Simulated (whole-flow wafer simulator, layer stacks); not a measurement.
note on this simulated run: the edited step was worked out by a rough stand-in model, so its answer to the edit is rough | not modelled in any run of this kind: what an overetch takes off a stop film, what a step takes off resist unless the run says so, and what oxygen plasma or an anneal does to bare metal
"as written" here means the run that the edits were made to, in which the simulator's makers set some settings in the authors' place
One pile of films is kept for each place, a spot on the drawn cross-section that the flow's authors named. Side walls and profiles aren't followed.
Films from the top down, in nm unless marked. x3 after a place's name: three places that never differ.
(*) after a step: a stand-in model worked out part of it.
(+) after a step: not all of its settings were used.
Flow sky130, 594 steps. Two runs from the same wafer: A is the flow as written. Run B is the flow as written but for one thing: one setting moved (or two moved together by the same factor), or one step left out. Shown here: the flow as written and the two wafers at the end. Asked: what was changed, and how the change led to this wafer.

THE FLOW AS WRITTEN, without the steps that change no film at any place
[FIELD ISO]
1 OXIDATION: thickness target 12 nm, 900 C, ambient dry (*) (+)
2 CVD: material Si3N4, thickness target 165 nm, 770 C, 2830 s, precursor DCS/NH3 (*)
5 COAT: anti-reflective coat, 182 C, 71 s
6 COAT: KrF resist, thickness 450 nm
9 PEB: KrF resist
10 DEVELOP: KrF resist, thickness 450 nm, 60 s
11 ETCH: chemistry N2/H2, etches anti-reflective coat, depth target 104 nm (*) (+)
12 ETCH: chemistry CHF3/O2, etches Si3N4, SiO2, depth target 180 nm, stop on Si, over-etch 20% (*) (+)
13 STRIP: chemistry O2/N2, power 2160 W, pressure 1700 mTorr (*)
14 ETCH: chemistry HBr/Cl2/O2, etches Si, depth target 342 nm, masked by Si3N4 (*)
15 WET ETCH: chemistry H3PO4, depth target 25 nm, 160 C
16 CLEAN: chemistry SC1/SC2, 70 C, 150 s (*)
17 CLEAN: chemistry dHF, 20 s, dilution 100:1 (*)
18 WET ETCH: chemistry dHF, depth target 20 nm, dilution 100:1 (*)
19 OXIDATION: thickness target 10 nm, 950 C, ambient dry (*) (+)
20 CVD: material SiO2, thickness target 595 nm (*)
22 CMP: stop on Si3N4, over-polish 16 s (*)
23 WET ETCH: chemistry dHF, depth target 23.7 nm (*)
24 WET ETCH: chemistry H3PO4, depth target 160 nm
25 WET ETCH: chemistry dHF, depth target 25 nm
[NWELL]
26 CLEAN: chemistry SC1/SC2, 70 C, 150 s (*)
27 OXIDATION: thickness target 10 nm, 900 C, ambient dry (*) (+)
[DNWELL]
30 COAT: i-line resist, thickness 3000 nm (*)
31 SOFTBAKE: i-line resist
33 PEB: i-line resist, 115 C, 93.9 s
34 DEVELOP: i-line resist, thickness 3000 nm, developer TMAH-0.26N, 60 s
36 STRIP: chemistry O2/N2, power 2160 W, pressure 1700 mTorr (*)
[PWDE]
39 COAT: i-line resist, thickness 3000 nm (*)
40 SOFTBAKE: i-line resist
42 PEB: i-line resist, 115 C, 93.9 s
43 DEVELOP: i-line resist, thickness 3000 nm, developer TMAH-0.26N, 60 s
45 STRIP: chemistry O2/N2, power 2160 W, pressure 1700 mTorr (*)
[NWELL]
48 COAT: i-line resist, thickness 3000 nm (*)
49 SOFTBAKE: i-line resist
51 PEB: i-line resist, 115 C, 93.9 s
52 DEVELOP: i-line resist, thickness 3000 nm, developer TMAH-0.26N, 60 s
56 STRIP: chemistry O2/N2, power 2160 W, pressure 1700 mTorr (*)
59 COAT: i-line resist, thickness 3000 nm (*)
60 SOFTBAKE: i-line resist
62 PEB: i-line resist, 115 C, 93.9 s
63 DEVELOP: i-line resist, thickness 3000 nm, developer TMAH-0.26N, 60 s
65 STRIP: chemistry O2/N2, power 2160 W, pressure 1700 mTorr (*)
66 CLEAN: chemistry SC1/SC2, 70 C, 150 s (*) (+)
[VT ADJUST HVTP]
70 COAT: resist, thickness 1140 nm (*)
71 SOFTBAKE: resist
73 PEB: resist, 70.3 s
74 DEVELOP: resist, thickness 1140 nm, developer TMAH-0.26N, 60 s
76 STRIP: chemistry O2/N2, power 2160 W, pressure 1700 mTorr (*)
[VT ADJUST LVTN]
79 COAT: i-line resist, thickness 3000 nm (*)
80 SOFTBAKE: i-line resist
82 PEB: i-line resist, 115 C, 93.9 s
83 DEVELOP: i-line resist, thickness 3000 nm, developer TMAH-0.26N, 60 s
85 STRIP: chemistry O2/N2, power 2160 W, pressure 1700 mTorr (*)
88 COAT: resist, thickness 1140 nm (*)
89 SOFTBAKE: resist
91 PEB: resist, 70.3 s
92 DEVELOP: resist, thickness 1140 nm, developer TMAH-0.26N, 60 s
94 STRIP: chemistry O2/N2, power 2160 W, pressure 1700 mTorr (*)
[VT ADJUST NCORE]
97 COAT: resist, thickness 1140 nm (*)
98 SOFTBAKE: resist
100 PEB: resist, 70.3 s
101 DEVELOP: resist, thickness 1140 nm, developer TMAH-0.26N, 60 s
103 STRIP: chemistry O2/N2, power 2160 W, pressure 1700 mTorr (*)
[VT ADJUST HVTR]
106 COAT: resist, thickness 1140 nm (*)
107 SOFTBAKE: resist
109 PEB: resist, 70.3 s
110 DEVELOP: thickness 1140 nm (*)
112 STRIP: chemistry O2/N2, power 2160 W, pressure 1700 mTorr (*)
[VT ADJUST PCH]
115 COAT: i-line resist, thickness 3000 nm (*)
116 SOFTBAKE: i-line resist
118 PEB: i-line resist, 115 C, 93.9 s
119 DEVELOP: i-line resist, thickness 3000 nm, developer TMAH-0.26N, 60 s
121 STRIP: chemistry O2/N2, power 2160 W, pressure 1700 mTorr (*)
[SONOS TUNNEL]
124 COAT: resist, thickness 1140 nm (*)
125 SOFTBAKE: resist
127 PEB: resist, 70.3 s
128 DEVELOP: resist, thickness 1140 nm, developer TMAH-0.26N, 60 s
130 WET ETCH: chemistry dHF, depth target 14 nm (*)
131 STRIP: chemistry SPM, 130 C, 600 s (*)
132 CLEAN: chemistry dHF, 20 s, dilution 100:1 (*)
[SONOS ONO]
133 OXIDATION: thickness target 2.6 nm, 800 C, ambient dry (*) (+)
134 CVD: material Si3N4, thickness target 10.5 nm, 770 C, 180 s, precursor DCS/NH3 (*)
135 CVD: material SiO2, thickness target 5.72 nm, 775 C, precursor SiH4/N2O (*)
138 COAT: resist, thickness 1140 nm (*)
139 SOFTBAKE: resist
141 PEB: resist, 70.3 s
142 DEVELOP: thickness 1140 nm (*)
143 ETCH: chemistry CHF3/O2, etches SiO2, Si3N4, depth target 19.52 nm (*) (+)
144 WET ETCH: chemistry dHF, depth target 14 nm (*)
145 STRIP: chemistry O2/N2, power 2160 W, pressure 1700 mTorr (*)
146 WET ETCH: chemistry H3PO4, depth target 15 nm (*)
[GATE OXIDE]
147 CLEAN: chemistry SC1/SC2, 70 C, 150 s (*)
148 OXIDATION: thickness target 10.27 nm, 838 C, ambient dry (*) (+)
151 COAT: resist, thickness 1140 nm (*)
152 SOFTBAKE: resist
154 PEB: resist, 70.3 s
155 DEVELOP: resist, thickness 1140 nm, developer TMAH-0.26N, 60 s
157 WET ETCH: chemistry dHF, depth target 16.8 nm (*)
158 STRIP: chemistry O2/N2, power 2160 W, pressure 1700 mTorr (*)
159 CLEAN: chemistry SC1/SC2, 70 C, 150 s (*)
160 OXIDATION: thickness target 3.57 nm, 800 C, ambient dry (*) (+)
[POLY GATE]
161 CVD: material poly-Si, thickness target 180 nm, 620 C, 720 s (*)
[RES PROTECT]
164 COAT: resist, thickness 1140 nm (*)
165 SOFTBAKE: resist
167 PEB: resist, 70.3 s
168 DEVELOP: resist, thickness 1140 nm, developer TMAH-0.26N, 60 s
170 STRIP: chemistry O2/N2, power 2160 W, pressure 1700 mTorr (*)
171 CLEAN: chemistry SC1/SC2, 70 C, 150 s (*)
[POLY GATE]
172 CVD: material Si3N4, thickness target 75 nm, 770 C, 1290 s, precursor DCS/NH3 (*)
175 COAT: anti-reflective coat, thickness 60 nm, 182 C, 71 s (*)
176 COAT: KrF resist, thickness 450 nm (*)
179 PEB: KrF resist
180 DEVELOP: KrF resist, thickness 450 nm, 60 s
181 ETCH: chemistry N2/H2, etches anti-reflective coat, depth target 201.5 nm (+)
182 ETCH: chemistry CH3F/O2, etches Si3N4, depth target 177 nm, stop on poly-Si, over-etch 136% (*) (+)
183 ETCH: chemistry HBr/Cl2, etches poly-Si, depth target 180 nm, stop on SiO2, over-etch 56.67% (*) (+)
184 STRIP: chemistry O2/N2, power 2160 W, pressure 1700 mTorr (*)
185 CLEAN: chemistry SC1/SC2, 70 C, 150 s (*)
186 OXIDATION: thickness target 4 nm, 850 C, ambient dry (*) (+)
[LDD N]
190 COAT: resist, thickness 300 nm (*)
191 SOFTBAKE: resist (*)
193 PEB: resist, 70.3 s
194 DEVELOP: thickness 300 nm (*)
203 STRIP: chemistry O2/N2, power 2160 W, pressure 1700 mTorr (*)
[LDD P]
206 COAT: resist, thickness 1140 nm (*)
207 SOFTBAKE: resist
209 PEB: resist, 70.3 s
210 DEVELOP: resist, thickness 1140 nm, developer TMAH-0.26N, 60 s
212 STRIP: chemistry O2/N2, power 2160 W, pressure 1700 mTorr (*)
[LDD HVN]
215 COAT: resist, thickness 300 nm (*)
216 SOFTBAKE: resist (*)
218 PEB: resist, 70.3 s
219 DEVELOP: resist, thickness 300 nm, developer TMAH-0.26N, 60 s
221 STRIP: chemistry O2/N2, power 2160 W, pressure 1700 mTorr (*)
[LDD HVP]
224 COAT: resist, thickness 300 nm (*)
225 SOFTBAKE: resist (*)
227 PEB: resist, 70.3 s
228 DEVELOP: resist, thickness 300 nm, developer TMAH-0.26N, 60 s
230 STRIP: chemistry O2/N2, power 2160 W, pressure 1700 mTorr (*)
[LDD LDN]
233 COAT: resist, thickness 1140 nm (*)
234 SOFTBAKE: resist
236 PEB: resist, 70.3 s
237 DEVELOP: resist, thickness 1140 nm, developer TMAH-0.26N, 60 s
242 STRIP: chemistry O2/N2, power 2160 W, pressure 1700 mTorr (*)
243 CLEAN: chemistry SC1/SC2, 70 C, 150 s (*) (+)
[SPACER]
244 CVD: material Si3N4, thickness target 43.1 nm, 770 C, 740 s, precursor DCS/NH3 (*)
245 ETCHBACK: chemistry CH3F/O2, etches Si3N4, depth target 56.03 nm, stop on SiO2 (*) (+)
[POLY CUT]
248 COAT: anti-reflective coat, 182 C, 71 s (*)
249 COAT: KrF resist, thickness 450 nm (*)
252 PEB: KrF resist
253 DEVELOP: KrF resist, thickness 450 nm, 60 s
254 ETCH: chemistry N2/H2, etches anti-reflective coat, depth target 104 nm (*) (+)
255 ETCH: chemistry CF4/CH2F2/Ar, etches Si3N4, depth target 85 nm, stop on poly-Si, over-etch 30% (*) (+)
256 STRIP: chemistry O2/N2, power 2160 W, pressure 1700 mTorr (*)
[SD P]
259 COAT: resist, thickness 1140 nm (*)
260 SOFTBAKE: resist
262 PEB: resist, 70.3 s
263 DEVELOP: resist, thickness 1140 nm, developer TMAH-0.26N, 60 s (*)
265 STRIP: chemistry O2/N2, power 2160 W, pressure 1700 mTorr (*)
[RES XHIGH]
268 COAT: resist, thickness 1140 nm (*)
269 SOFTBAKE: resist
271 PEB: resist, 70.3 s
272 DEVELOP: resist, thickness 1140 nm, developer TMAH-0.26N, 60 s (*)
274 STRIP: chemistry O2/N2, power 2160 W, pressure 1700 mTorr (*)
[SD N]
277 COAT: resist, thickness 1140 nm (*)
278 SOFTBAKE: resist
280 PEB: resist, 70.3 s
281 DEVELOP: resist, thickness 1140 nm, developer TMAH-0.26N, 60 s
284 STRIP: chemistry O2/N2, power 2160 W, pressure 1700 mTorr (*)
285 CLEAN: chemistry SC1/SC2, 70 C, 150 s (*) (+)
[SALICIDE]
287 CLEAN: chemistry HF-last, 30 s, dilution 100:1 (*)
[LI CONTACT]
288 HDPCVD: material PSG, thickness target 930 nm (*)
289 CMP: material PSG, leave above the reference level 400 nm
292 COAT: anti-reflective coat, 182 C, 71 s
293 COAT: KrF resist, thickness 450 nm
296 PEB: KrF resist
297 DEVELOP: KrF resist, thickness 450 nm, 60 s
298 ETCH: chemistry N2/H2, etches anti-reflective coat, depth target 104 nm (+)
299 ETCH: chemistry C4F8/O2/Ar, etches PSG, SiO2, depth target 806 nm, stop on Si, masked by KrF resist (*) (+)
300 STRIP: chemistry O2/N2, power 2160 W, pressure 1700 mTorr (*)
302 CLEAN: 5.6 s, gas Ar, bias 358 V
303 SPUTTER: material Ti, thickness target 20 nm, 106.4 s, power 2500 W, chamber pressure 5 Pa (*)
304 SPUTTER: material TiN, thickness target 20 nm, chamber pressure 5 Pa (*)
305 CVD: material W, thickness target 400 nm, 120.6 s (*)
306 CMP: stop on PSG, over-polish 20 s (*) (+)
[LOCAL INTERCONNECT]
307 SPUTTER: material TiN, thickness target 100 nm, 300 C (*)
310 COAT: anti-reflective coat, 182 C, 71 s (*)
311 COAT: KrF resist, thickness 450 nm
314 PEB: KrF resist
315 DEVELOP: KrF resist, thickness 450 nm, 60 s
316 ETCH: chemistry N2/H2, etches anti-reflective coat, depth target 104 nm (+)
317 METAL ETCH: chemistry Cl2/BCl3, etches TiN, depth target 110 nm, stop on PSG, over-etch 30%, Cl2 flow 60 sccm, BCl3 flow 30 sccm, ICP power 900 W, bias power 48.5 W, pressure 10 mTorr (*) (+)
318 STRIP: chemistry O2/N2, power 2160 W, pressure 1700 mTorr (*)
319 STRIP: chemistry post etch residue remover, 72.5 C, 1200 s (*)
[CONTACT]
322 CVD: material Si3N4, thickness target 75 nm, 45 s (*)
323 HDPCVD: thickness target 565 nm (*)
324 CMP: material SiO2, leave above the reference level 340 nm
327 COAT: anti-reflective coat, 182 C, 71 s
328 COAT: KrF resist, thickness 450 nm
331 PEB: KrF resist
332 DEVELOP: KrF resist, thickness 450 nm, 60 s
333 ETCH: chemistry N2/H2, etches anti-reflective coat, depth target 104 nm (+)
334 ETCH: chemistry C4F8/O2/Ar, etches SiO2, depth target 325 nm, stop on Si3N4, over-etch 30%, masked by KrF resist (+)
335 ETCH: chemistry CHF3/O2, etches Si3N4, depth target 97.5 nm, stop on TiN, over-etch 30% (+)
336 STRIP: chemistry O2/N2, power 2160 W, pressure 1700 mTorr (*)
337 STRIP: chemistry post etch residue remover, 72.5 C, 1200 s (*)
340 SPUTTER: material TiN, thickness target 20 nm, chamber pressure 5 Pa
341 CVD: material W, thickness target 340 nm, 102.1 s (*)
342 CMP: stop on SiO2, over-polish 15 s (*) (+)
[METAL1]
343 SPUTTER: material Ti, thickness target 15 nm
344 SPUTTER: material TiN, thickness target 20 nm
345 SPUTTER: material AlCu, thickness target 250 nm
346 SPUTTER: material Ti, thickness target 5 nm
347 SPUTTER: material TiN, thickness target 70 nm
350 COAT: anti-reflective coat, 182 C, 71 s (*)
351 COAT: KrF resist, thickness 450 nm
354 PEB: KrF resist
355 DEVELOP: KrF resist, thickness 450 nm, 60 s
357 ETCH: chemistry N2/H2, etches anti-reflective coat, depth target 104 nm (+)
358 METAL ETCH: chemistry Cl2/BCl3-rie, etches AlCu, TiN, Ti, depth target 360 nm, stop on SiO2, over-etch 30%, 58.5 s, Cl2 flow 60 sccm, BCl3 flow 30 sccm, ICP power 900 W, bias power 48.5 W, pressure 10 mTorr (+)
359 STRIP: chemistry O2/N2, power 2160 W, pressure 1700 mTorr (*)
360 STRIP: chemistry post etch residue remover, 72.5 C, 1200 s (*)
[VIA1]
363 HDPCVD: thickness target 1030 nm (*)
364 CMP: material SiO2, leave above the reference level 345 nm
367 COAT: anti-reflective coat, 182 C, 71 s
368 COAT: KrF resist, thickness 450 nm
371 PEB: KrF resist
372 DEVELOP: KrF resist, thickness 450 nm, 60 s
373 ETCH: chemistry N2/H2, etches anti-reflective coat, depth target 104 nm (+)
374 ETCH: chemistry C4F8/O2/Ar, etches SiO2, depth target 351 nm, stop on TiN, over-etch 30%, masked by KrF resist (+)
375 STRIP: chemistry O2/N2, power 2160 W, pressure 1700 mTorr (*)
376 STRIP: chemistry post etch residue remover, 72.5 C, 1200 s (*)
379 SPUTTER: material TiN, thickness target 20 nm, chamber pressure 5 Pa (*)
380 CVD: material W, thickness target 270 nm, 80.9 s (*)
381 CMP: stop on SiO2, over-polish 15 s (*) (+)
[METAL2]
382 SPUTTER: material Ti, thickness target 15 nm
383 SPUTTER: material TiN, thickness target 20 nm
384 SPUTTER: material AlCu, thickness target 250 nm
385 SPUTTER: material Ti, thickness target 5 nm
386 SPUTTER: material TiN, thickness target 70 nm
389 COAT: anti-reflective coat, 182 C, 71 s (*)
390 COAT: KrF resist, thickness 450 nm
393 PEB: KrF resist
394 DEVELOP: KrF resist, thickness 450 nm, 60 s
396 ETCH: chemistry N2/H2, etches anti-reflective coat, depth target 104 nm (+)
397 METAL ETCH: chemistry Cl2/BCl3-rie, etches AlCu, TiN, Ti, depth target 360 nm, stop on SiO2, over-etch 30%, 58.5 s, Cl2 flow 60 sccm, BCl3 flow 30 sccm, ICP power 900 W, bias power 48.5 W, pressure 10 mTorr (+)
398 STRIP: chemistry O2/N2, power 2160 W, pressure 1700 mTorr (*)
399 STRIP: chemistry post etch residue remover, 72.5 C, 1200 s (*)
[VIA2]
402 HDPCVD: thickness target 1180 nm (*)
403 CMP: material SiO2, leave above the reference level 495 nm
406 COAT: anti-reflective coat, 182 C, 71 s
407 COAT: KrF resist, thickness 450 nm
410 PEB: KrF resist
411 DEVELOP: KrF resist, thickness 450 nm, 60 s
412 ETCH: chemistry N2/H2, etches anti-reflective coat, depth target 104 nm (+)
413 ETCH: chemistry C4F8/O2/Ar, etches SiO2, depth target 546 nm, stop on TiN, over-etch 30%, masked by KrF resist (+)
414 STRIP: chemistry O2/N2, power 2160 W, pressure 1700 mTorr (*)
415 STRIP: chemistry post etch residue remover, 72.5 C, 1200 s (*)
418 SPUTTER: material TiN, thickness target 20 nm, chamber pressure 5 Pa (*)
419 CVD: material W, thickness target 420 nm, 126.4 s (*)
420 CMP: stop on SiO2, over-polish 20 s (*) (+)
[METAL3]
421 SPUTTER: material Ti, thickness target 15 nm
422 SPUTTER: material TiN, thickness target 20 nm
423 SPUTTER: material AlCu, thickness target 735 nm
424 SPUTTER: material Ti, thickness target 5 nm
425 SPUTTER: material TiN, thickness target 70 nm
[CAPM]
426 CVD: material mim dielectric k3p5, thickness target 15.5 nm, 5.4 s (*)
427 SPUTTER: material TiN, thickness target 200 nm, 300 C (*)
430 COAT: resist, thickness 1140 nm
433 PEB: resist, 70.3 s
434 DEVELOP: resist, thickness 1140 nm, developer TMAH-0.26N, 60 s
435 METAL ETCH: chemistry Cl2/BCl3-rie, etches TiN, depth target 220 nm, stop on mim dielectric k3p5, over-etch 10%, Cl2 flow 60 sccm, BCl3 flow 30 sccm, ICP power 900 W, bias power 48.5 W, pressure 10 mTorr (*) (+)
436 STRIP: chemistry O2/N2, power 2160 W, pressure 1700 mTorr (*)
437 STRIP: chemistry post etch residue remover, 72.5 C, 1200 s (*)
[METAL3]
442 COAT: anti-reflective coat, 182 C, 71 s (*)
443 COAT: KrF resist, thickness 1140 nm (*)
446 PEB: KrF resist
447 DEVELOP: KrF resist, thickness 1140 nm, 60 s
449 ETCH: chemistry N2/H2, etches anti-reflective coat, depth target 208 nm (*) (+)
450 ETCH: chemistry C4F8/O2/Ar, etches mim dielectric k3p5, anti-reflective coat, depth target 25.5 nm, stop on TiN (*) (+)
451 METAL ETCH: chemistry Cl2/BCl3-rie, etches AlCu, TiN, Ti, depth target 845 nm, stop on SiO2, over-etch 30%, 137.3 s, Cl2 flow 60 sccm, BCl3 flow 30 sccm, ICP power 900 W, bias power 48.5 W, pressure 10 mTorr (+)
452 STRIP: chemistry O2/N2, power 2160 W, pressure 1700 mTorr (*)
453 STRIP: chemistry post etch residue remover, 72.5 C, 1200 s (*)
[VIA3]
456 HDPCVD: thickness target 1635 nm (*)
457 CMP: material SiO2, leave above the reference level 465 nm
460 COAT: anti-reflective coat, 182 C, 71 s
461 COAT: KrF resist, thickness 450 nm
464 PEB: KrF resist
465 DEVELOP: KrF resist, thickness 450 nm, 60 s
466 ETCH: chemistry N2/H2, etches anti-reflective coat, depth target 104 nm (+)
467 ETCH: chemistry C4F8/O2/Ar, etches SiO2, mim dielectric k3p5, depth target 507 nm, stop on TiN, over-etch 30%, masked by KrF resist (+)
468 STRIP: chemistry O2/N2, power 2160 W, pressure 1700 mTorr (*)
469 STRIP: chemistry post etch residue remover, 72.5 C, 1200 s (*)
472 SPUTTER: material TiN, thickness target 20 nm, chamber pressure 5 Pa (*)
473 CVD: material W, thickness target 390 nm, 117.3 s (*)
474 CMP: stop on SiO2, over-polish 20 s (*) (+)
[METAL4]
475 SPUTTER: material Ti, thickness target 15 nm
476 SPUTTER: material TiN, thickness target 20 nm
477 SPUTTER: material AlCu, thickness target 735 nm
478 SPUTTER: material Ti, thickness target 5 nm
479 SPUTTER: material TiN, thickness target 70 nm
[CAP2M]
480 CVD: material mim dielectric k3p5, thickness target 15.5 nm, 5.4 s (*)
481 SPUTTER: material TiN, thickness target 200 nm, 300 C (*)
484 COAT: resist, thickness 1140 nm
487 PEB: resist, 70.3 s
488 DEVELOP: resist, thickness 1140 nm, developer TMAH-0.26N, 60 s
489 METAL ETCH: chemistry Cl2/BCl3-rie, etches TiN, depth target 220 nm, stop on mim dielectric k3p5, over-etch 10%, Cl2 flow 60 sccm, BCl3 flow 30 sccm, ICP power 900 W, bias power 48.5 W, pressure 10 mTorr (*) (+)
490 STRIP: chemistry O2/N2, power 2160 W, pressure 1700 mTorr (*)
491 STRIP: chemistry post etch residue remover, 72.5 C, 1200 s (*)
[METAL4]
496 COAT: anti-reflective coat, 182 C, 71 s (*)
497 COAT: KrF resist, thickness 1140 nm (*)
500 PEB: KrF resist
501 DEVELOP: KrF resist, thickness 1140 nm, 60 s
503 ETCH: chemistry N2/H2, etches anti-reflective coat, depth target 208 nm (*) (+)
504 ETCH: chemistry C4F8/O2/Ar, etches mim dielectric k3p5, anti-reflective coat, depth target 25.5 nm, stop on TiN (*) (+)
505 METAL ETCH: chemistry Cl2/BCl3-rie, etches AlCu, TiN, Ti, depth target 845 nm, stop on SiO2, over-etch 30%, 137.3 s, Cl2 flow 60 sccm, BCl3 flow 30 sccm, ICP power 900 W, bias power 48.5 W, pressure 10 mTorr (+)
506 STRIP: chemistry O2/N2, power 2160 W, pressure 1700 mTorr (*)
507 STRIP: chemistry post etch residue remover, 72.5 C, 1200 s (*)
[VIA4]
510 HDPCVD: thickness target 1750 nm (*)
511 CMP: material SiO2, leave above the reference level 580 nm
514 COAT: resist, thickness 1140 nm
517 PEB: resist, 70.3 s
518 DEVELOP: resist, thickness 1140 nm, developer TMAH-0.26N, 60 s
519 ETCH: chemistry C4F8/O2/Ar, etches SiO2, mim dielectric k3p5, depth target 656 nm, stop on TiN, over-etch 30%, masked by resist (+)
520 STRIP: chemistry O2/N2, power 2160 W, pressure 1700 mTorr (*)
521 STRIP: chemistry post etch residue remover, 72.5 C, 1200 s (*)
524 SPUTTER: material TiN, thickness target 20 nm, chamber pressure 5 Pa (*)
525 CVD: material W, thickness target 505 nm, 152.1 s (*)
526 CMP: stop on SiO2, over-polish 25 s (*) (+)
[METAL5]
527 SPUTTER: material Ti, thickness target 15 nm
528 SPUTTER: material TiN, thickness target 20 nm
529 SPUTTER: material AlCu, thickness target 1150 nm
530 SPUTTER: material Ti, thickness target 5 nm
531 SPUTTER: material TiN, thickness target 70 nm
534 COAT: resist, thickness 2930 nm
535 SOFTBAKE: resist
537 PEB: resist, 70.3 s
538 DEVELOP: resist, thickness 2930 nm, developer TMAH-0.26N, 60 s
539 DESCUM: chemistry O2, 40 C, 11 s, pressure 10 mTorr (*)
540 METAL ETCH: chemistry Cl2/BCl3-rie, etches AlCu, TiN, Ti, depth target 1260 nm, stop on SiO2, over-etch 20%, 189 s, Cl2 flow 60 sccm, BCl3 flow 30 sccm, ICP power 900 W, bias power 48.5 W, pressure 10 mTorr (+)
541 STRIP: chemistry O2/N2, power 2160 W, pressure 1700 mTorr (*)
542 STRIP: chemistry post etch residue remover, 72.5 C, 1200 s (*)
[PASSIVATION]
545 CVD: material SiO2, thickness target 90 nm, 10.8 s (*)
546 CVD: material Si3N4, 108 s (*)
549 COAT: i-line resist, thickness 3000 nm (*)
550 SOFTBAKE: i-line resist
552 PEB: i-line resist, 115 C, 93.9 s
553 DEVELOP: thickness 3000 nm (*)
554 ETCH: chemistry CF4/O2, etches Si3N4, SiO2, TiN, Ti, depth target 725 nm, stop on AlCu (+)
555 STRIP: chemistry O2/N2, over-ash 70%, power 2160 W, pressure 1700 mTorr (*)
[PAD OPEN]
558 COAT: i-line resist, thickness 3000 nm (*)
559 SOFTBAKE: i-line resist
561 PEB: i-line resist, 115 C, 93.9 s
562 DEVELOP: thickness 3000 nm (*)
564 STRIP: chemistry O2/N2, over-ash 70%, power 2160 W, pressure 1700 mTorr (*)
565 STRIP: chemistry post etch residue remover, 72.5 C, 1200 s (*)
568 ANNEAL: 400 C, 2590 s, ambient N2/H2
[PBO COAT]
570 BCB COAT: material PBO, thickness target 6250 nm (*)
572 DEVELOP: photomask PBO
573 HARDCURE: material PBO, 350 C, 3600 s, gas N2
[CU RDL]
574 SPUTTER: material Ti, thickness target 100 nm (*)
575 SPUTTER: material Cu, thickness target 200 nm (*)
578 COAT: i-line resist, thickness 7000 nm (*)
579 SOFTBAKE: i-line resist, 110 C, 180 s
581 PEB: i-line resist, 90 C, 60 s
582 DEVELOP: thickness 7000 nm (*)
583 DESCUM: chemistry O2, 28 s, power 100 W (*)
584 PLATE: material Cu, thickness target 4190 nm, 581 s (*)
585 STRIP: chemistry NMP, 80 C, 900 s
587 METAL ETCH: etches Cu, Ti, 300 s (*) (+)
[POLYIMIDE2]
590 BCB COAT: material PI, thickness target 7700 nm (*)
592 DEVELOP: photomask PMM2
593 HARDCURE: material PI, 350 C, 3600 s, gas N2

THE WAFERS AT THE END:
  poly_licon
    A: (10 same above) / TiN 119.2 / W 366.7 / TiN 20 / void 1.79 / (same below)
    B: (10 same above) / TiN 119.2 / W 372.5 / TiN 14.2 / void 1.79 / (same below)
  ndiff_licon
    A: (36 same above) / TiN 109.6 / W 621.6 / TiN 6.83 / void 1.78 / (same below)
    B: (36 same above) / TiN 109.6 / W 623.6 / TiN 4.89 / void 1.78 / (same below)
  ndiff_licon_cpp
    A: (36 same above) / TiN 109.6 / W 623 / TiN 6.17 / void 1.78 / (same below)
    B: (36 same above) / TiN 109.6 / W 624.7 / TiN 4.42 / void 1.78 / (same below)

The cause: step 304, SPUTTER: thickness target 14.2 nm was run, where the flow has thickness target 20 nm.
It can be read off the wafer: poly_licon has TiN 14.2, and step 304 as written asks for 20 nm.

How the change led to this, step by step:
  304 SPUTTER: material TiN, thickness target 20 nm, chamber pressure 5 Pa (*)
      field, active, n_well and 185 more: A TiN +20 (new film) | B TiN +14.2 (new film)
      ndiff_licon: A TiN +6.83 (new film) | B TiN +4.89 (new film)
      (and at 2 more places)
  306 CMP: stop on PSG, over-polish 20 s (*) (+)
      field, active, n_well and 184 more: A W -400 (all of it), TiN -20 (all of it), Ti -20 (all of it), PSG -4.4 | B W -400 (all of it), TiN -14.2 (all of it), Ti -20 (all of it), PSG -4.4
      poly_licon: A W -33.3 | B W -27.5
